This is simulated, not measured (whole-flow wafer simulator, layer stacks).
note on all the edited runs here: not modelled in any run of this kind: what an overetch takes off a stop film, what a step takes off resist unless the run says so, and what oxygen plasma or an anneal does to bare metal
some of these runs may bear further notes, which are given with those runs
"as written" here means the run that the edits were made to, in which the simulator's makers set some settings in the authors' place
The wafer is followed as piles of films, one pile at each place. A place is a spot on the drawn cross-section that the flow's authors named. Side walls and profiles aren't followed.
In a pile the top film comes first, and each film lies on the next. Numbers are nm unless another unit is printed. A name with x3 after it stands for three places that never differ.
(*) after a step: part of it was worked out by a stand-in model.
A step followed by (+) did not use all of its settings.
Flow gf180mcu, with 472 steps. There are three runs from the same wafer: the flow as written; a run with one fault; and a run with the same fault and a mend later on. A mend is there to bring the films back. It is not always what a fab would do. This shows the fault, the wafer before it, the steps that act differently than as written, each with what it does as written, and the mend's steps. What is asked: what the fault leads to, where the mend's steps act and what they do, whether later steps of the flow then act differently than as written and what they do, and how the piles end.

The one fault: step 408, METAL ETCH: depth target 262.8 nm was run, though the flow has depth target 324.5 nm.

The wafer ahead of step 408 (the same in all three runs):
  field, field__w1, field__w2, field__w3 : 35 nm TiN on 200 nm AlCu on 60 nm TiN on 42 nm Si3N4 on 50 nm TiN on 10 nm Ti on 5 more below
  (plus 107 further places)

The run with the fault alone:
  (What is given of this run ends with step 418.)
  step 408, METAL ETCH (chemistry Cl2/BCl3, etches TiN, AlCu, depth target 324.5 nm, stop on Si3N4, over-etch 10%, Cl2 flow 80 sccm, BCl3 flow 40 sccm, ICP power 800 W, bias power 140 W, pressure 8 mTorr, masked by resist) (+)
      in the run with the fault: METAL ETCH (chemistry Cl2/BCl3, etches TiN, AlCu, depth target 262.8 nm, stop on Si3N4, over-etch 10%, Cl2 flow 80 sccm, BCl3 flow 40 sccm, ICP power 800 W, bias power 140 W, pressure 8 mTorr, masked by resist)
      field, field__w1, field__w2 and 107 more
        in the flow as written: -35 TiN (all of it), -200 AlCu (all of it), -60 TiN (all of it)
        in the run with the fault: -35 TiN (all of it), -200 AlCu (all of it), -27.8 TiN
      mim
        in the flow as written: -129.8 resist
        in the run with the fault: -105.1 resist
  Steps further on in the flow that do not act as written (3 more steps, not shown, differ only slightly: by at most 2% or 0.5 nm, whichever is larger):
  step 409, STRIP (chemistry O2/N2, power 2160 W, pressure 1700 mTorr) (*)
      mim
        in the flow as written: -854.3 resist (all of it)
        in the run with the fault: -879 resist (all of it)
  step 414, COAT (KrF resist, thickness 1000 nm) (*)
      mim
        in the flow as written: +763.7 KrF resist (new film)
        in the run with the fault: +788.3 KrF resist (new film)
  Once step 418 is done, the piles at field, field__w1, field__w2 and 109 more depart from the flow's by more than 2% or 0.5 nm, whichever is larger.
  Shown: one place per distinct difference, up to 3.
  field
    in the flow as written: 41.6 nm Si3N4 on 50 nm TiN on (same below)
    in the run with the fault: 31.8 nm TiN on 42 nm Si3N4 on 50 nm TiN on (same below)
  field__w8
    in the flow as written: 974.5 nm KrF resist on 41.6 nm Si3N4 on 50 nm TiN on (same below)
    in the run with the fault: 974.5 nm KrF resist on 31.8 nm TiN on 42 nm Si3N4 on 50 nm TiN on (same below)
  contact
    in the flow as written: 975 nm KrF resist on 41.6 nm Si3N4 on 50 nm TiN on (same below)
    in the run with the fault: 974.9 nm KrF resist on 31.8 nm TiN on 42 nm Si3N4 on 50 nm TiN on (same below)

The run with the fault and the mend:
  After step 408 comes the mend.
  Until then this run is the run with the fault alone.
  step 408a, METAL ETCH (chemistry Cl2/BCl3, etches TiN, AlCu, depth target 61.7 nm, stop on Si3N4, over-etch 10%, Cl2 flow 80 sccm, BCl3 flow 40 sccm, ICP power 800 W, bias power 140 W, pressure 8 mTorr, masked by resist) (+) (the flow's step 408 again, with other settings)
      field, field__w1, field__w2 and 107 more
        -32.2 TiN (all of it)
      mim
        -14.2 resist
  None of the later steps of the flow differs from how it acts as written, at any place that is followed, by more than 2% or 0.5 nm, whichever is larger.
  At every place that both follow, the piles at the end match the flow's.
